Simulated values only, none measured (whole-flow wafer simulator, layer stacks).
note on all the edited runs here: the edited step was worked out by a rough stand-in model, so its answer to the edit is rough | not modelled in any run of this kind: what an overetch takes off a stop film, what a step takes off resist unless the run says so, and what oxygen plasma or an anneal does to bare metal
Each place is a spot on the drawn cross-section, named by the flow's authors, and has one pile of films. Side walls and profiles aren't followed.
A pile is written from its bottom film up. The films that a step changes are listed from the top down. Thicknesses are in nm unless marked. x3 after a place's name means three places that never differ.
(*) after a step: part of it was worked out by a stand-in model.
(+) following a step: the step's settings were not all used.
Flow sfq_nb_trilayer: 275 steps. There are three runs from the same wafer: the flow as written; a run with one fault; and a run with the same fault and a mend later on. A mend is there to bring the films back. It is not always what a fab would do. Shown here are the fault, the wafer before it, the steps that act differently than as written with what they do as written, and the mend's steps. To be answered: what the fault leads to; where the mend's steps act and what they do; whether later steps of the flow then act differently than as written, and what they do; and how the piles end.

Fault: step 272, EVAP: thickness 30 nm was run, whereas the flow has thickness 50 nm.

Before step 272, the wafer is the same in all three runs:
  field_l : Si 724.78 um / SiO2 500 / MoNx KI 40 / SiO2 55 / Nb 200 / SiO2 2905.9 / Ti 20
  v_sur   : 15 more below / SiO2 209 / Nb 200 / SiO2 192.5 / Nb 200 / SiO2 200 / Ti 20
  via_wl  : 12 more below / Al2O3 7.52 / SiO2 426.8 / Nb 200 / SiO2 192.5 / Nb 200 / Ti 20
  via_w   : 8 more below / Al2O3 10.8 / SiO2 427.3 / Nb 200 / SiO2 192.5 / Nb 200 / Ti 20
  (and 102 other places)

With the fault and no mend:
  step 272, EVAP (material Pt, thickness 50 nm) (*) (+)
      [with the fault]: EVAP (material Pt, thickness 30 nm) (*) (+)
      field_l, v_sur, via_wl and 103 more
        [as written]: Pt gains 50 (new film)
        [with the fault]: Pt gains 30 (new film)
  Steps later in the flow that act otherwise than as written:
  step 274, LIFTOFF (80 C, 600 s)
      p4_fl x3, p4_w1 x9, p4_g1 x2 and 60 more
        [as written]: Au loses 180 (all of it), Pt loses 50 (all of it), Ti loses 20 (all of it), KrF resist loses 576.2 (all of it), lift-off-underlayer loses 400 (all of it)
        [with the fault]: Au loses 180 (all of it), Pt loses 30 (all of it), Ti loses 20 (all of it), KrF resist loses 576.2 (all of it), lift-off-underlayer loses 400 (all of it)
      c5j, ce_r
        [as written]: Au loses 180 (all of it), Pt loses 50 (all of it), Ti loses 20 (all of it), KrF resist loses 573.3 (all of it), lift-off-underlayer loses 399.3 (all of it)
        [with the fault]: Au loses 180 (all of it), Pt loses 30 (all of it), Ti loses 20 (all of it), KrF resist loses 573.3 (all of it), lift-off-underlayer loses 399.3 (all of it)
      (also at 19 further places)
  The piles end different from the flow's at field_l, v_sur, via_wl and 8 more by more than 2% or 0.5 nm, whichever is larger.
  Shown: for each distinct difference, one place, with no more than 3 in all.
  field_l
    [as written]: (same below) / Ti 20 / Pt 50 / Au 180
    [with the fault]: (same below) / Ti 20 / Pt 30 / Au 180

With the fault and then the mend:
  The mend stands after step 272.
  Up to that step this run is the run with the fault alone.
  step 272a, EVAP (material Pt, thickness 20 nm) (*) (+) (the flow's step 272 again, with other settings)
      field_l, v_sur, via_wl and 103 more
        Pt gains 20
  None of the later steps of the flow acts differently than as written at any place that is followed.
  The piles end the same as the flow's at every place that both follow.
